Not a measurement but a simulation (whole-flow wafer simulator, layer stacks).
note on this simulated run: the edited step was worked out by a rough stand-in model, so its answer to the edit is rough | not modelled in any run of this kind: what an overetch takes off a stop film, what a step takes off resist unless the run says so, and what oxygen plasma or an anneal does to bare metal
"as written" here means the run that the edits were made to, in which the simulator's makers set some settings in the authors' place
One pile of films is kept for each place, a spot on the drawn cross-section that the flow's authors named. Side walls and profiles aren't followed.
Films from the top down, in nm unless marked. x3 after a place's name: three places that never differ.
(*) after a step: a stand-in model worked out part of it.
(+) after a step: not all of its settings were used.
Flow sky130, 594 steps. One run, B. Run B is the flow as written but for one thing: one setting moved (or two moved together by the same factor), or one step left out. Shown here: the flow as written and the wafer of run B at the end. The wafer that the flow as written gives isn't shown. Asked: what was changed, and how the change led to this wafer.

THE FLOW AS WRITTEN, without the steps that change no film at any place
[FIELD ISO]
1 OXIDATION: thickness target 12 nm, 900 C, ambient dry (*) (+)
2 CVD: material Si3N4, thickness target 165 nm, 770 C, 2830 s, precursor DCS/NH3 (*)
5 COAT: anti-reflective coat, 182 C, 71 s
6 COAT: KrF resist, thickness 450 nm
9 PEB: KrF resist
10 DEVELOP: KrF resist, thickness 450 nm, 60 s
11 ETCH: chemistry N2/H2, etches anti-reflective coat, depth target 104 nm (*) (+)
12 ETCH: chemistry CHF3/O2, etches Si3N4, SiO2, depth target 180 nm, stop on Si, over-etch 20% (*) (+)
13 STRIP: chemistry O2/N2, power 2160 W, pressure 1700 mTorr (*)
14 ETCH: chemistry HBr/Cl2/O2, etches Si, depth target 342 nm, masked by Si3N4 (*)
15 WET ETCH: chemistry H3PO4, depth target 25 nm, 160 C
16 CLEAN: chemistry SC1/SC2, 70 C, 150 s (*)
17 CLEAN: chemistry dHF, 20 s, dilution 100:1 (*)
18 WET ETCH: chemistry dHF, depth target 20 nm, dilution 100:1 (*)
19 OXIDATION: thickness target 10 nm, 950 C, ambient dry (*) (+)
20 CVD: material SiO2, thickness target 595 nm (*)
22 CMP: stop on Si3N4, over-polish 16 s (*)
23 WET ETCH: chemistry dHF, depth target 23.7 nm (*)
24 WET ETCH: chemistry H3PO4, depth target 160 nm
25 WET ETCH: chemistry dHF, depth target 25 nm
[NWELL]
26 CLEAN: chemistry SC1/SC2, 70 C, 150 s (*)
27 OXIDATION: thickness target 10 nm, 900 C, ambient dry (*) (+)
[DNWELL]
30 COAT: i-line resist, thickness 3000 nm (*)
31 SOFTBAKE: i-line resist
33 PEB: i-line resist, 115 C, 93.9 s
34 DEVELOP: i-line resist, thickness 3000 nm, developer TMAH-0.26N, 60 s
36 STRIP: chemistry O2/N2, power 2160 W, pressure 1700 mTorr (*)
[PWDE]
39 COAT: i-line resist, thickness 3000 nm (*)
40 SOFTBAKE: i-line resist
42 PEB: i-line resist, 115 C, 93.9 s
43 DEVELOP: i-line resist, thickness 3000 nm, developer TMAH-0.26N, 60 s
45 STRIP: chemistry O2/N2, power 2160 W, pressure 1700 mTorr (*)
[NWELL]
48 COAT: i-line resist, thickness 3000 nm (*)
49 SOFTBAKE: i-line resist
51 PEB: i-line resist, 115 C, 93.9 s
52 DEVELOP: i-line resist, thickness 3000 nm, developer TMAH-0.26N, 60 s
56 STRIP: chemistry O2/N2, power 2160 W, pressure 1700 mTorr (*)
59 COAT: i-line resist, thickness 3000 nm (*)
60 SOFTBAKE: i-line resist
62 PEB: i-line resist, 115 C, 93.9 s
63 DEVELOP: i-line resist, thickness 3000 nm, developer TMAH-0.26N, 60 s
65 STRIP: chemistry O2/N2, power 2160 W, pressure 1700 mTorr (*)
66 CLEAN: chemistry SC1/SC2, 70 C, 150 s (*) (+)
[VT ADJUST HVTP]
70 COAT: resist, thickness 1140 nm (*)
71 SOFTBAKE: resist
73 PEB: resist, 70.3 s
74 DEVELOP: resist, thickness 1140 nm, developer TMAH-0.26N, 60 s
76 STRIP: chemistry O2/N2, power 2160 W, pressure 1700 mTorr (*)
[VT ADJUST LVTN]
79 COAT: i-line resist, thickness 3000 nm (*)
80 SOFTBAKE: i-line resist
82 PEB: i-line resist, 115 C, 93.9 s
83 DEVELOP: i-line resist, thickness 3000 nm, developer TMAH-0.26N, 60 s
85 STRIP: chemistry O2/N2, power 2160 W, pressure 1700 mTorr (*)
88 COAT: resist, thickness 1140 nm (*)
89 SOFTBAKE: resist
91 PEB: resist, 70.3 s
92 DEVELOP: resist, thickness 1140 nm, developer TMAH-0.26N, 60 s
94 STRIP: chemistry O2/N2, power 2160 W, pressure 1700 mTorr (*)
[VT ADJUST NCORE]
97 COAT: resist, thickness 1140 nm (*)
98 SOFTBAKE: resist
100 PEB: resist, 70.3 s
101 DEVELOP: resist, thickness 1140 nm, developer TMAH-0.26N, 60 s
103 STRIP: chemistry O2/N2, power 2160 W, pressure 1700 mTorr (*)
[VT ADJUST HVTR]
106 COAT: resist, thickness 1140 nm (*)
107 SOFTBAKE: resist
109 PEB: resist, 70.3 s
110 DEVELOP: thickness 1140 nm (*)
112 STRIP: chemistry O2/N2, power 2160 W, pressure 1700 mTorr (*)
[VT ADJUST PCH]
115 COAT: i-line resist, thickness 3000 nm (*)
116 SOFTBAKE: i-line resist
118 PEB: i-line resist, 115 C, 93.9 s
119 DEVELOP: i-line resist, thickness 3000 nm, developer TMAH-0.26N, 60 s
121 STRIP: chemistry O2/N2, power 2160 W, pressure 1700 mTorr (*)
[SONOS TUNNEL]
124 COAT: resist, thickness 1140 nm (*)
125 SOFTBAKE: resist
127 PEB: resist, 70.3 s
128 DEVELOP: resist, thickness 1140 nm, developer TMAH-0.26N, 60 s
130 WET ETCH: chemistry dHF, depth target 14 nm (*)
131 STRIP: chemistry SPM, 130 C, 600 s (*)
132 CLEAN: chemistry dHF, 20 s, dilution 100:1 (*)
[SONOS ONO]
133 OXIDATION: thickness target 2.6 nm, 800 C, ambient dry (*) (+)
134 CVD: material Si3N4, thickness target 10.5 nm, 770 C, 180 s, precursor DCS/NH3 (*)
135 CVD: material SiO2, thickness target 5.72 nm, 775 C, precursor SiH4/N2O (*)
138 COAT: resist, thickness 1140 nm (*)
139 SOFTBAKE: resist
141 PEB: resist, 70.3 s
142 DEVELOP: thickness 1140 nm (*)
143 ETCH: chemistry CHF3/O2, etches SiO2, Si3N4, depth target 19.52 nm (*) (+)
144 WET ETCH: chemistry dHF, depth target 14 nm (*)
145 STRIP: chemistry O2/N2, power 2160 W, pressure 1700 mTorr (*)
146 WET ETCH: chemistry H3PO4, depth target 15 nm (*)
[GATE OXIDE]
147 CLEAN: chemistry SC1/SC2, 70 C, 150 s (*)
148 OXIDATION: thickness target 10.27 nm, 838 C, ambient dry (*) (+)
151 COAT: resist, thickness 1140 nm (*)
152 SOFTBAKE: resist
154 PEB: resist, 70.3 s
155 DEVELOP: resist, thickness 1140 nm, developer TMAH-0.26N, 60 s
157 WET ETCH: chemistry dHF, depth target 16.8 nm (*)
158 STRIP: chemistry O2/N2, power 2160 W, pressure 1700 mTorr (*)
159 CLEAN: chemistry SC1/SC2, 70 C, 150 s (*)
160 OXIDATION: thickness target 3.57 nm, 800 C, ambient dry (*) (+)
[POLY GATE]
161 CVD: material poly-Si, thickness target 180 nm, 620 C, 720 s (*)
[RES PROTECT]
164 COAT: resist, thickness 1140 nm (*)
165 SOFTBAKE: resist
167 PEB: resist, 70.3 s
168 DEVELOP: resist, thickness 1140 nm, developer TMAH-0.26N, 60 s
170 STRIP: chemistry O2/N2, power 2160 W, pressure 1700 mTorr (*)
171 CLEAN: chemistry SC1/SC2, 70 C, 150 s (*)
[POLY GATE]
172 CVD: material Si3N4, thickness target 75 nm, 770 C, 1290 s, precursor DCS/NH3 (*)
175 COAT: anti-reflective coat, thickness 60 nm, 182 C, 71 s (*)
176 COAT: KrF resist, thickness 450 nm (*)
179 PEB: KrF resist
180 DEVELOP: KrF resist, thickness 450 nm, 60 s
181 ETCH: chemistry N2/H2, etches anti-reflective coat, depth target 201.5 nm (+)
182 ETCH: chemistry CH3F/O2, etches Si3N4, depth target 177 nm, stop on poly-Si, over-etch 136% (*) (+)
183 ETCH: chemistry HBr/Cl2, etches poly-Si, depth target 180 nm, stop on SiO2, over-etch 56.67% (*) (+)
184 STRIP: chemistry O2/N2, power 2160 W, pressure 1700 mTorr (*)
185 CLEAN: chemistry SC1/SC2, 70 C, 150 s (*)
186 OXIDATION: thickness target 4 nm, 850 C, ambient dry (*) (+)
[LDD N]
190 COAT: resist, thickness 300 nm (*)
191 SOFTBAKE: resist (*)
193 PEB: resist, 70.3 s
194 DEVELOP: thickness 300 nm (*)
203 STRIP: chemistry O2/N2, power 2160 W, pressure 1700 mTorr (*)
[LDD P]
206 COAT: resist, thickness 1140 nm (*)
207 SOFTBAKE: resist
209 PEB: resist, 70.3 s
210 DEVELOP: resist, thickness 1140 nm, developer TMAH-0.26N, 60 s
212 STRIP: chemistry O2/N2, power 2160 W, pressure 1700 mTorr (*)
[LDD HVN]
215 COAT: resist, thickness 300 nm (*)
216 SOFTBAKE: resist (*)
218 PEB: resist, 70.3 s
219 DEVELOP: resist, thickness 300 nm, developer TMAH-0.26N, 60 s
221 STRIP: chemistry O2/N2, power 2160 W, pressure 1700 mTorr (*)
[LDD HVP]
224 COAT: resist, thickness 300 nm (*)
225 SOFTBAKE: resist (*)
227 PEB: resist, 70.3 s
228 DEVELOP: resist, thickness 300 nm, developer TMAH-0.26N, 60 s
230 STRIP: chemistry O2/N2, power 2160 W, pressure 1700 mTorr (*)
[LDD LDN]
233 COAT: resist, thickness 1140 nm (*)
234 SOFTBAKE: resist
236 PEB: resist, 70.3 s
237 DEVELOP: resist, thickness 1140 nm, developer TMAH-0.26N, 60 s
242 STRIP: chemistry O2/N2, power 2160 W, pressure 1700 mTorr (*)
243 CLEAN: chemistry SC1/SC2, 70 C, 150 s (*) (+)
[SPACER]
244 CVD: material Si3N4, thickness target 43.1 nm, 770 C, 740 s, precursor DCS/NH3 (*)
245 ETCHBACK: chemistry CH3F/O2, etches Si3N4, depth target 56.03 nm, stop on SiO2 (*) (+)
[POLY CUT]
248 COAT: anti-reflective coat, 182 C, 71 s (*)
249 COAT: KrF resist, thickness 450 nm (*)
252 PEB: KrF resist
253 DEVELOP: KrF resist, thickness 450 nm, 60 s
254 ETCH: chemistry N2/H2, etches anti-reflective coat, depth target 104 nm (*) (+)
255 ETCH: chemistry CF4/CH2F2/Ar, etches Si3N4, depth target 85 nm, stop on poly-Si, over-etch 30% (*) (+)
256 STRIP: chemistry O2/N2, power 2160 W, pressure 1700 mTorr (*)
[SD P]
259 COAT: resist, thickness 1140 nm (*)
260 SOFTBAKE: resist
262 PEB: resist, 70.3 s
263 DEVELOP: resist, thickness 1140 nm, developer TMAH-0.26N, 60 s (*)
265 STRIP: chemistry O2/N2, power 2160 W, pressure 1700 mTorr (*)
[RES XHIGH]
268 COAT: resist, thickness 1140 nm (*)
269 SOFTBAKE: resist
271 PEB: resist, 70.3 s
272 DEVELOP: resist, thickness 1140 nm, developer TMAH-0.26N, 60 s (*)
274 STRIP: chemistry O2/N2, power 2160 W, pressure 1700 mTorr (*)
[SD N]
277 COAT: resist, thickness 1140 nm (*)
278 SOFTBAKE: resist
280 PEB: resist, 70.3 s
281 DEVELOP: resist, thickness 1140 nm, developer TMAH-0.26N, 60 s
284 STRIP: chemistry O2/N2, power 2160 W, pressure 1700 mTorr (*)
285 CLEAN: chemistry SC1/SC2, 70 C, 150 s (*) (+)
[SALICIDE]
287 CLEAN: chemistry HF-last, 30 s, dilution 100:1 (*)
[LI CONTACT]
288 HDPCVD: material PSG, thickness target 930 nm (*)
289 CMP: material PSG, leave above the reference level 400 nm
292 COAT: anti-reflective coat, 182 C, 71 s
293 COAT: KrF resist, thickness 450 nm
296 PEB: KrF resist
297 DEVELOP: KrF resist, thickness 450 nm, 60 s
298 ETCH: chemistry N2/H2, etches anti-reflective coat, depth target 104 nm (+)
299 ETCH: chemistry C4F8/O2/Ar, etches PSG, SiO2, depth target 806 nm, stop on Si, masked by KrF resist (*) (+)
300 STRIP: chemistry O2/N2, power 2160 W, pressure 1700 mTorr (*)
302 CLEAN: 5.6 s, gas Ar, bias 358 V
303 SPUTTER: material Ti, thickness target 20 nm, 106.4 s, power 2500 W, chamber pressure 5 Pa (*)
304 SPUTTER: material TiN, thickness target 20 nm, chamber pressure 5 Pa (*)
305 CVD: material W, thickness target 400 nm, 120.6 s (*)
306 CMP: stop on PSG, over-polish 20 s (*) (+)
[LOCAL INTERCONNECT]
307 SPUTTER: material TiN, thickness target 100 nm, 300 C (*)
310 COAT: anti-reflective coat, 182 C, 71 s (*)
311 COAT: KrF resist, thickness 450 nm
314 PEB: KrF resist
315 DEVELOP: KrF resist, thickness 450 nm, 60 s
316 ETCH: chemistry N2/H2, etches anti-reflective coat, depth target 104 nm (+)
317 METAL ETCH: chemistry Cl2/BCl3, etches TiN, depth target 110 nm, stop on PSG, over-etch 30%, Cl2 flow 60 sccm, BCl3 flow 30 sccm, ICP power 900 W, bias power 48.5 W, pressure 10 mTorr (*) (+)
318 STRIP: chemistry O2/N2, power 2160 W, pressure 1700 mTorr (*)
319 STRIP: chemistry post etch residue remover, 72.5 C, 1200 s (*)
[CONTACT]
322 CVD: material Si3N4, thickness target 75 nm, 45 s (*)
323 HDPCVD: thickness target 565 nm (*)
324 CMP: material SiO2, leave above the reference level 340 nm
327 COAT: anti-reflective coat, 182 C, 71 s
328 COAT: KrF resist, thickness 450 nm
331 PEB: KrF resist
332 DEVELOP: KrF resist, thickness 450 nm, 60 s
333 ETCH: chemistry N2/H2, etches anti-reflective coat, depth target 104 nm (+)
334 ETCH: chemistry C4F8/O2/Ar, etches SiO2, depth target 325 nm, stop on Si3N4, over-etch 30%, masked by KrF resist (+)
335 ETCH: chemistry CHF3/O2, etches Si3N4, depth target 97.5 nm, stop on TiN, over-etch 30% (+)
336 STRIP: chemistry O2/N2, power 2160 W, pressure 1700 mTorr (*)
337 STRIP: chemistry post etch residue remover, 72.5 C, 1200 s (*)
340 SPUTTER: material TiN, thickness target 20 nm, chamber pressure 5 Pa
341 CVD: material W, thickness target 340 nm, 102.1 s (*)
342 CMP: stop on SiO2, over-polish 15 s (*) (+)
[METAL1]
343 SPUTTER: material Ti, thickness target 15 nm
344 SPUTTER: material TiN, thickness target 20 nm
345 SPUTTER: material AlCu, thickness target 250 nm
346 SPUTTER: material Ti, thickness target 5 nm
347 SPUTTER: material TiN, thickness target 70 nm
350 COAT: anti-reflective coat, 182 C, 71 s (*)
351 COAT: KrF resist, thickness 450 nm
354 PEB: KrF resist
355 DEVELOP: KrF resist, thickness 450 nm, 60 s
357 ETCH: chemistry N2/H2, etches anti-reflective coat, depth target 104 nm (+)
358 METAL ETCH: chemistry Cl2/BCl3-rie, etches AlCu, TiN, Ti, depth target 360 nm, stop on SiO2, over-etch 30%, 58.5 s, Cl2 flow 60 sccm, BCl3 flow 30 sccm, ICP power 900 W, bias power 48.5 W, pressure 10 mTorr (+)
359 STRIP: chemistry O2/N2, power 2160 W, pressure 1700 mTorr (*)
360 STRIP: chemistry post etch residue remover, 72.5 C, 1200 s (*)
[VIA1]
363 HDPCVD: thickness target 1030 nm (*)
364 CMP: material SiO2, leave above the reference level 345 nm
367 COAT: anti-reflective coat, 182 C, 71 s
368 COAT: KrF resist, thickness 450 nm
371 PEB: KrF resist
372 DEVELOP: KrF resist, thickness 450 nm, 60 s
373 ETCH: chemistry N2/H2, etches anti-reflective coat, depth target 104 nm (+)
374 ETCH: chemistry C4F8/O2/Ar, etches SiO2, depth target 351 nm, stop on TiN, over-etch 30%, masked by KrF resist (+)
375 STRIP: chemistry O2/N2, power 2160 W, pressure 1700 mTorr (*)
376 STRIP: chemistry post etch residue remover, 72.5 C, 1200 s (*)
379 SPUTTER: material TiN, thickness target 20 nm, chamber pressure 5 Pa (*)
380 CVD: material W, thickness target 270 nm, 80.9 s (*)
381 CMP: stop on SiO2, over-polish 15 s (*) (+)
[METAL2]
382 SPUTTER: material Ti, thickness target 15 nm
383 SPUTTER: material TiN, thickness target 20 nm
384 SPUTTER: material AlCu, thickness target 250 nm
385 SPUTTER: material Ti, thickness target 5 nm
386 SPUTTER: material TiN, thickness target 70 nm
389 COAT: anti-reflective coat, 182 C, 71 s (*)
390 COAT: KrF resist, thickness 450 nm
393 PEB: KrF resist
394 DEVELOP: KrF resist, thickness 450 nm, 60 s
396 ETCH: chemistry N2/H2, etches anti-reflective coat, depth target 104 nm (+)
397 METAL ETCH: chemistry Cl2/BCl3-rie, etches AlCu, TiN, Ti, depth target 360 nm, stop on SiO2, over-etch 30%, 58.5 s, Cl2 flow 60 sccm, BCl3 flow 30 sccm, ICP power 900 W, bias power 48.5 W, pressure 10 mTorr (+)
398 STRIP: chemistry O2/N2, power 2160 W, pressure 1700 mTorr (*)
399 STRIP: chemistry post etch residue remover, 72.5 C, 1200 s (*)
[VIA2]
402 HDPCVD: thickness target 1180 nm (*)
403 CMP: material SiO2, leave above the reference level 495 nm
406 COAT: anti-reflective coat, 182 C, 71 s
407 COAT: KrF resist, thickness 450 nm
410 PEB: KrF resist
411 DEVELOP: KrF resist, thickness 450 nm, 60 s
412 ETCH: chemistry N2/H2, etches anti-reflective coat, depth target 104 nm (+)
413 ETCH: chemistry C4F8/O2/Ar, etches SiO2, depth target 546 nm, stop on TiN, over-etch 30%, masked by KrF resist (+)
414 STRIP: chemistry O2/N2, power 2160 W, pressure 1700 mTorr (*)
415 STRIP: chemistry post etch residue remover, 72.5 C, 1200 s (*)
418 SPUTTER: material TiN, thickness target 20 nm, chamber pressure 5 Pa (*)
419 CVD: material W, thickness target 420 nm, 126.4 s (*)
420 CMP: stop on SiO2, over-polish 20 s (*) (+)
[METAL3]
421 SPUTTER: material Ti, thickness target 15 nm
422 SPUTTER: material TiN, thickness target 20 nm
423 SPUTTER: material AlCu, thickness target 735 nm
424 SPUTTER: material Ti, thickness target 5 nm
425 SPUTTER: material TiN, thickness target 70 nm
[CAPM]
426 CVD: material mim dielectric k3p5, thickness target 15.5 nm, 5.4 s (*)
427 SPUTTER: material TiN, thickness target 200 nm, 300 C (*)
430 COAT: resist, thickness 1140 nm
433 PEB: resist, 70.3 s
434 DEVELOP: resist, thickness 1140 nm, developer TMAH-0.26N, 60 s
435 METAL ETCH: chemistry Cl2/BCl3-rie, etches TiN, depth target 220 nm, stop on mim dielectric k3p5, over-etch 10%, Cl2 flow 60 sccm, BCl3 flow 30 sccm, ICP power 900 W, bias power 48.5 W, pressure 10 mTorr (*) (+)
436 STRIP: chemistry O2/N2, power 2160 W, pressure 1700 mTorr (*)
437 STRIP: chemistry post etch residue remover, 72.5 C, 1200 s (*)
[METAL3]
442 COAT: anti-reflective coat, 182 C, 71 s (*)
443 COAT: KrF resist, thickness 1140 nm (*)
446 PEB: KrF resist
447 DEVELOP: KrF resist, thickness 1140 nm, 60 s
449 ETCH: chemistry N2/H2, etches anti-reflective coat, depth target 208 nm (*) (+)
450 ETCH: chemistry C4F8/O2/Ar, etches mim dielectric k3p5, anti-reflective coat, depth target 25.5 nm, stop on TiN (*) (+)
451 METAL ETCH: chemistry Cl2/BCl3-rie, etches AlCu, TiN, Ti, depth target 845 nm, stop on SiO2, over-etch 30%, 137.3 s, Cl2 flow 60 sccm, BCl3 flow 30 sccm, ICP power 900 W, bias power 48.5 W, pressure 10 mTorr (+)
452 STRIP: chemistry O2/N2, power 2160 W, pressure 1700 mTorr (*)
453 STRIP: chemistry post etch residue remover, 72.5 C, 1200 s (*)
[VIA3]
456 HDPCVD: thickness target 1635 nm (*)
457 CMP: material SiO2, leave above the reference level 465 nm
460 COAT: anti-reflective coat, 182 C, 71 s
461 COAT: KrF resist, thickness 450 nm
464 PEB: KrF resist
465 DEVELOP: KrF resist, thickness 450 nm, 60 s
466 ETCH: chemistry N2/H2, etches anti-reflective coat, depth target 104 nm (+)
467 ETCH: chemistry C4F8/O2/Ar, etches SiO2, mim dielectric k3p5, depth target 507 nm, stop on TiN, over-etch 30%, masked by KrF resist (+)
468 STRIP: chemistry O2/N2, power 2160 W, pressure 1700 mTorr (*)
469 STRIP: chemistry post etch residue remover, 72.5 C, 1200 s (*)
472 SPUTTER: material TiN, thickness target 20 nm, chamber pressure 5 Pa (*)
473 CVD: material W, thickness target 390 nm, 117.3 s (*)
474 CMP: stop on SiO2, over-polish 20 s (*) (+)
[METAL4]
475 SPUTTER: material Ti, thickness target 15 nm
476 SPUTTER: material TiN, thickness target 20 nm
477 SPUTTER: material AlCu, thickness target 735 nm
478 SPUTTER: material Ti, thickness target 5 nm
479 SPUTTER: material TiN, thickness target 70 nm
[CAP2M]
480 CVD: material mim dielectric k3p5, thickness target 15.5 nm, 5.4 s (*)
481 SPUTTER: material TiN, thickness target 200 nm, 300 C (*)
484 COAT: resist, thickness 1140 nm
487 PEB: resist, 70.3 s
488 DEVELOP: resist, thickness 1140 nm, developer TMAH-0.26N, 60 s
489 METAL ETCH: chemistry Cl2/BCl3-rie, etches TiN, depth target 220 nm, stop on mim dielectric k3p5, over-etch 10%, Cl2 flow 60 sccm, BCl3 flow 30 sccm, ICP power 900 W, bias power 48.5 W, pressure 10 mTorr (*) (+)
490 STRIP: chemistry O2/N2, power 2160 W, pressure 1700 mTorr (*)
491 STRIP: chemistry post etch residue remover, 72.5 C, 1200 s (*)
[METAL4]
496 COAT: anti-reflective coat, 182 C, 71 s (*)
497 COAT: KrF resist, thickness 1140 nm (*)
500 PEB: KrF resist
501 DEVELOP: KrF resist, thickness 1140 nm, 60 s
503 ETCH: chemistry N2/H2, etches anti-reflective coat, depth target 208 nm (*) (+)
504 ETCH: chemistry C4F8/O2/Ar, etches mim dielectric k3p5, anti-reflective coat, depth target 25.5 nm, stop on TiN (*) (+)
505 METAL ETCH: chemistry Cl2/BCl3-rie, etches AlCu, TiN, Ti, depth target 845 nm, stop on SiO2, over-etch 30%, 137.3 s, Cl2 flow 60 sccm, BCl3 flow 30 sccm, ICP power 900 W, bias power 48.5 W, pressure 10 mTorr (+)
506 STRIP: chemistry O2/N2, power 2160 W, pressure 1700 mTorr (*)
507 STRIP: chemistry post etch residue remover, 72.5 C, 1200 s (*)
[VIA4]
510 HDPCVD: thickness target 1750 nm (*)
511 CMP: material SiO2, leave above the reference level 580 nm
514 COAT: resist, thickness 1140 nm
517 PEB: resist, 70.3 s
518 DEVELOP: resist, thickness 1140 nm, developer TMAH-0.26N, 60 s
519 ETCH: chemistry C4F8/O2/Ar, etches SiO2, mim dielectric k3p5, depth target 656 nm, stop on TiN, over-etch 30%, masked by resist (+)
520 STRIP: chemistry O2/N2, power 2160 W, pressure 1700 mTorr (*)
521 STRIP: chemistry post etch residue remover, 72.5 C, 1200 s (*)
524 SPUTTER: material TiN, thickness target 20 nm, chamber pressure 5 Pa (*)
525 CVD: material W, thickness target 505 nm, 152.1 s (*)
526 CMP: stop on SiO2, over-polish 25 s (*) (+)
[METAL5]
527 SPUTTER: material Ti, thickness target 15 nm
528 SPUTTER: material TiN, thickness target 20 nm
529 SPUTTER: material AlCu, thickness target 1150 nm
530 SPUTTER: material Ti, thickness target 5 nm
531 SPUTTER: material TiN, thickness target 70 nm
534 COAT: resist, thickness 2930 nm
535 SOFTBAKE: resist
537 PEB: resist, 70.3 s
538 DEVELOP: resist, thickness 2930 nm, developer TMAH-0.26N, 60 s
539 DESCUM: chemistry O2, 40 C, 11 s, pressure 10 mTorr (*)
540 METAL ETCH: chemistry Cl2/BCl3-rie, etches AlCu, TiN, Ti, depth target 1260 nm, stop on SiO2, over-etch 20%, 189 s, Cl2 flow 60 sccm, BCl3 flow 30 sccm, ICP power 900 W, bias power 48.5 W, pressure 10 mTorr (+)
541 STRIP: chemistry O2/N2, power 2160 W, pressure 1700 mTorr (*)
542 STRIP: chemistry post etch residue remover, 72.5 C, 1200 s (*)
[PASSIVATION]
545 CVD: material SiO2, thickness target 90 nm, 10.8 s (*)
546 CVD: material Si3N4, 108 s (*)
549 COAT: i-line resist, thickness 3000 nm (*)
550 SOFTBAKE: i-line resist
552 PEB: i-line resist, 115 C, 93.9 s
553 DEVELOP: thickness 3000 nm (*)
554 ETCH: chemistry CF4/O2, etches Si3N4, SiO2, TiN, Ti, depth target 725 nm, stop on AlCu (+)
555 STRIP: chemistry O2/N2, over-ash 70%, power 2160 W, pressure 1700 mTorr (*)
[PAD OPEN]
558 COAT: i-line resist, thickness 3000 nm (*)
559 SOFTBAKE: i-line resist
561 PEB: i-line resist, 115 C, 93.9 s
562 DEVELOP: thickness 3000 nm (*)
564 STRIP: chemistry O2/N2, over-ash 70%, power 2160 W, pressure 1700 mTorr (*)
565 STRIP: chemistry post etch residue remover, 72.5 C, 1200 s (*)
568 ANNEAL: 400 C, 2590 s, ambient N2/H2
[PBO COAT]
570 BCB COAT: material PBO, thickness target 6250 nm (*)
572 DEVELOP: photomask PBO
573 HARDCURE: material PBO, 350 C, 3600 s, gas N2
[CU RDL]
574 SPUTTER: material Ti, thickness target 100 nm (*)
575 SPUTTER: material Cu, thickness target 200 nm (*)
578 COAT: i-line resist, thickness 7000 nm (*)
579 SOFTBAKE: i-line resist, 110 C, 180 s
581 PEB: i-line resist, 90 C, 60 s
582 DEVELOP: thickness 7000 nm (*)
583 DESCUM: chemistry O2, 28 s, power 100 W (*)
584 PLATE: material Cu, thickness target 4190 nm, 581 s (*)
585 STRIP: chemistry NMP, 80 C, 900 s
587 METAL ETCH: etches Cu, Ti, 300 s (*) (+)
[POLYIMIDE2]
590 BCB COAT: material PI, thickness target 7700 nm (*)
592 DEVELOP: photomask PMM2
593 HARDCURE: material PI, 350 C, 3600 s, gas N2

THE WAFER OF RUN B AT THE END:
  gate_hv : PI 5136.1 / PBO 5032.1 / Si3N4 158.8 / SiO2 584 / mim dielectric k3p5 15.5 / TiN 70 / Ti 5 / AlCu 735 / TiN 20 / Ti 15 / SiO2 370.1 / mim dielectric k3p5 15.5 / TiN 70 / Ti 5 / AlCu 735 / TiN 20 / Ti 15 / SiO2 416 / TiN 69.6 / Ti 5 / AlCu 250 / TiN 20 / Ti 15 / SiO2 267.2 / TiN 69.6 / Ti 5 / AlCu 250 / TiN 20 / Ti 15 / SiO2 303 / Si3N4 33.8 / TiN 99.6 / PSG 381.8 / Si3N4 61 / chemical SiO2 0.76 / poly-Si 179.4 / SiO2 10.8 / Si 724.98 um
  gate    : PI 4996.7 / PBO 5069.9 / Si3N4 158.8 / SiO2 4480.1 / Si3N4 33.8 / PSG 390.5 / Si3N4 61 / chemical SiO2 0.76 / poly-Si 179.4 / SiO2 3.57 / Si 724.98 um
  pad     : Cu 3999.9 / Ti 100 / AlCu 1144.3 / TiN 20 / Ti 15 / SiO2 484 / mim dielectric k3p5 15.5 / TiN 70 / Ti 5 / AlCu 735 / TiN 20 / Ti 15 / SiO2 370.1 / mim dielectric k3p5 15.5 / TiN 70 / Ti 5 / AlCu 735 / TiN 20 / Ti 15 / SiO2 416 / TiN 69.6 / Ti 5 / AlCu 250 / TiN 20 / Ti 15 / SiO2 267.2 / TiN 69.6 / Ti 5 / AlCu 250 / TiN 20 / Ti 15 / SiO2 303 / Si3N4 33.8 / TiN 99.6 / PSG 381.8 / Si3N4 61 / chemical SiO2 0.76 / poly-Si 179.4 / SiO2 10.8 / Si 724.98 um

The cause: step 322, CVD: thickness target 33.8 nm was run, where the flow has thickness target 75 nm; step 322, CVD: 20.2 s was run, where the flow has 45 s.
It can be read off the wafer: gate_hv has Si3N4 33.8, and step 322 as written asks for 75 nm.

How the change led to this, step by step:
  322 CVD: material Si3N4, thickness target 75 nm, 45 s (*)
      field, active, n_well and 188 more: Si3N4 +33.8 (new film) (as written it would be: Si3N4 +75 (new film))
  324 CMP: material SiO2, leave above the reference level 340 nm
      n_well, p_well, gate_hv and 93 more: SiO2 -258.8 (as written it would be: SiO2 -300)
      field, active, gate and 88 more: SiO2 -159.2 (as written it would be: SiO2 -200.4)
      (and at 4 more places)
  334 ETCH: chemistry C4F8/O2/Ar, etches SiO2, depth target 325 nm, stop on Si3N4, over-etch 30%, masked by KrF resist (+)
      poly_licon, ndiff_licon, ndiff_licon_cpp, rpo_hd_licon: SiO2 -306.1 (all of it) (as written it would be: SiO2 -264.9 (all of it))
  335 ETCH: chemistry CHF3/O2, etches Si3N4, depth target 97.5 nm, stop on TiN, over-etch 30% (+)
      field, active, n_well and 184 more: KrF resist -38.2 (as written it would be: KrF resist -84.8)
      poly_licon, ndiff_licon, ndiff_licon_cpp, rpo_hd_licon: Si3N4 -33.8 (all of it) (as written it would be: Si3N4 -75 (all of it))
  336 STRIP: chemistry O2/N2, power 2160 W, pressure 1700 mTorr (*)
      field, active, n_well and 184 more: KrF resist -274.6 (all of it), anti-reflective coat -80 (all of it) (as written it would be: KrF resist -228 (all of it), anti-reflective coat -80 (all of it))
